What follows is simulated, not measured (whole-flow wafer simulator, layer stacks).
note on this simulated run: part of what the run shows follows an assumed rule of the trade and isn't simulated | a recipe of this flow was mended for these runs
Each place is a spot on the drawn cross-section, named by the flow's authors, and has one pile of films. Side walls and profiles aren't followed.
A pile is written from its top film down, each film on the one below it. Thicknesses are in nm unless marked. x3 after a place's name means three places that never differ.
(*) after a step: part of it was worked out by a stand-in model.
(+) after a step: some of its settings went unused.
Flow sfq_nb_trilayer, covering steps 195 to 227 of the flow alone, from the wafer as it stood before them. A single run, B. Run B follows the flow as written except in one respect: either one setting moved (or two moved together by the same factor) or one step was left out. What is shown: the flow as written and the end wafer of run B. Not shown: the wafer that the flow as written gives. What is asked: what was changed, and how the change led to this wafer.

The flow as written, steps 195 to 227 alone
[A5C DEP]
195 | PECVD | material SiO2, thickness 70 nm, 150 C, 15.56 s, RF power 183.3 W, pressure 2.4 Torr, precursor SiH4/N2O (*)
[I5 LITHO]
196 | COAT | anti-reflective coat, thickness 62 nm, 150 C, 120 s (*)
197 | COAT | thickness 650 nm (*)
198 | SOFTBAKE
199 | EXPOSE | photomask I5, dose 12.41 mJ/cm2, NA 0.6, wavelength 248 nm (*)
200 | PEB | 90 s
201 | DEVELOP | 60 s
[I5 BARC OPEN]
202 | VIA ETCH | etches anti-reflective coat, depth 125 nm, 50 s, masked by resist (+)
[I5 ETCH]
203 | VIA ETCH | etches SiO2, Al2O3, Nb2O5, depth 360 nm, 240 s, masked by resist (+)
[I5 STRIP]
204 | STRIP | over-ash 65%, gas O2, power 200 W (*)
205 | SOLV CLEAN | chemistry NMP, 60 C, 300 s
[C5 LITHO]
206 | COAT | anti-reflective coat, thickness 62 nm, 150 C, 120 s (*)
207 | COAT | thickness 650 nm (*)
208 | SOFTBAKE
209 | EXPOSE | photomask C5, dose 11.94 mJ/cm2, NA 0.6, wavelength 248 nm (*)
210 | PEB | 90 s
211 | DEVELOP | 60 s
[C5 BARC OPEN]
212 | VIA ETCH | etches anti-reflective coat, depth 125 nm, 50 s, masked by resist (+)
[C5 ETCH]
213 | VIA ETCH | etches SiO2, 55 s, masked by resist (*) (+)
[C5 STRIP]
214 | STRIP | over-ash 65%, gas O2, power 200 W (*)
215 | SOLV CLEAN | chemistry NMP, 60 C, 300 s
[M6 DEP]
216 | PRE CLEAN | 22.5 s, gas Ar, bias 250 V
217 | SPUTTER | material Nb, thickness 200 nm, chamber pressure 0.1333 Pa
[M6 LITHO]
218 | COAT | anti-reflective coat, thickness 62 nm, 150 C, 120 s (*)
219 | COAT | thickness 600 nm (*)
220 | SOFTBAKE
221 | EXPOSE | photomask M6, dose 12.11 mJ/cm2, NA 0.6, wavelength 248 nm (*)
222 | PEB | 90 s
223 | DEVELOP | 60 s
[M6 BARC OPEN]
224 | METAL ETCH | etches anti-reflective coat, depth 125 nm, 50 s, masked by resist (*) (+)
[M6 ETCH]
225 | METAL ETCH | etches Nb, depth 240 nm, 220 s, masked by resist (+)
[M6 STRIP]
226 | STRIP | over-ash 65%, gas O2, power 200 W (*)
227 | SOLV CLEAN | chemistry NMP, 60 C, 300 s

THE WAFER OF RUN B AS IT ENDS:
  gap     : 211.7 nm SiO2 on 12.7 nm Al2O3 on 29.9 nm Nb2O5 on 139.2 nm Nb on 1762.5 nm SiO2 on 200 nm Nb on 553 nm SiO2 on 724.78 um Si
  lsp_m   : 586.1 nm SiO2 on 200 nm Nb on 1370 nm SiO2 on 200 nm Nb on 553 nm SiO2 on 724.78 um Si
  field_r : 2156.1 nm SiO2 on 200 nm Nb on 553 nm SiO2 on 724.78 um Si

What caused this: step 195, PECVD: thickness 78.4 nm was run, while the flow as written has thickness 70 nm; step 195, PECVD: 17.42 s was run, where the flow has 15.56 s.

The path from the change to this, step by step:
  195 | PECVD | material SiO2, thickness 70 nm, 150 C, 15.56 s, RF power 183.3 W, pressure 2.4 Torr, precursor SiH4/N2O (*)
      field_l, v_sur, via_wl and 92 more: +78.4 SiO2 (as written it would have been: +70 SiO2)
      ce_l, c5j, ce_r and 8 more: +78.4 SiO2 (new film) (as written it would have been: +70 SiO2 (new film))
  203 | VIA ETCH | etches SiO2, Al2O3, Nb2O5, depth 360 nm, 240 s, masked by resist (+)
      be: -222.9 SiO2 (all of it), -12.7 Al2O3 (all of it), -29.9 Nb2O5 (all of it), -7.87 Nb (as written it would have been: -214.5 SiO2 (all of it), -12.7 Al2O3 (all of it), -29.9 Nb2O5 (all of it), -8.57 Nb)
  213 | VIA ETCH | etches SiO2, 55 s, masked by resist (*) (+)
      c5j: -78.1 SiO2 (all of it), -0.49 Nb (as written it would have been: -69.7 SiO2 (all of it), -1.19 Nb)
      res: -78.1 SiO2 (all of it), -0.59 Ti (as written it would have been: -69.7 SiO2 (all of it), -1.43 Ti)
  218 | COAT | anti-reflective coat, thickness 62 nm, 150 C, 120 s (*)
      jj_sur: +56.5 anti-reflective coat (new film) (as written it would have been: +57.9 anti-reflective coat (new film))
      ce_l: +54.7 anti-reflective coat (new film) (as written it would have been: +56.7 anti-reflective coat (new film))
      (as well as at 5 more places)
  226 | STRIP | over-ash 65%, gas O2, power 200 W (*)
      jj_sur: -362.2 KrF-resist-other-grade (all of it), -56.5 anti-reflective coat (all of it) (as written it would have been: -361.7 KrF-resist-other-grade (all of it), -57.9 anti-reflective coat (all of it))
      ce_l: -370.7 KrF-resist-other-grade (all of it), -54.7 anti-reflective coat (all of it) (as written it would have been: -369.7 KrF-resist-other-grade (all of it), -56.7 anti-reflective coat (all of it))
      (as well as at 5 more places)
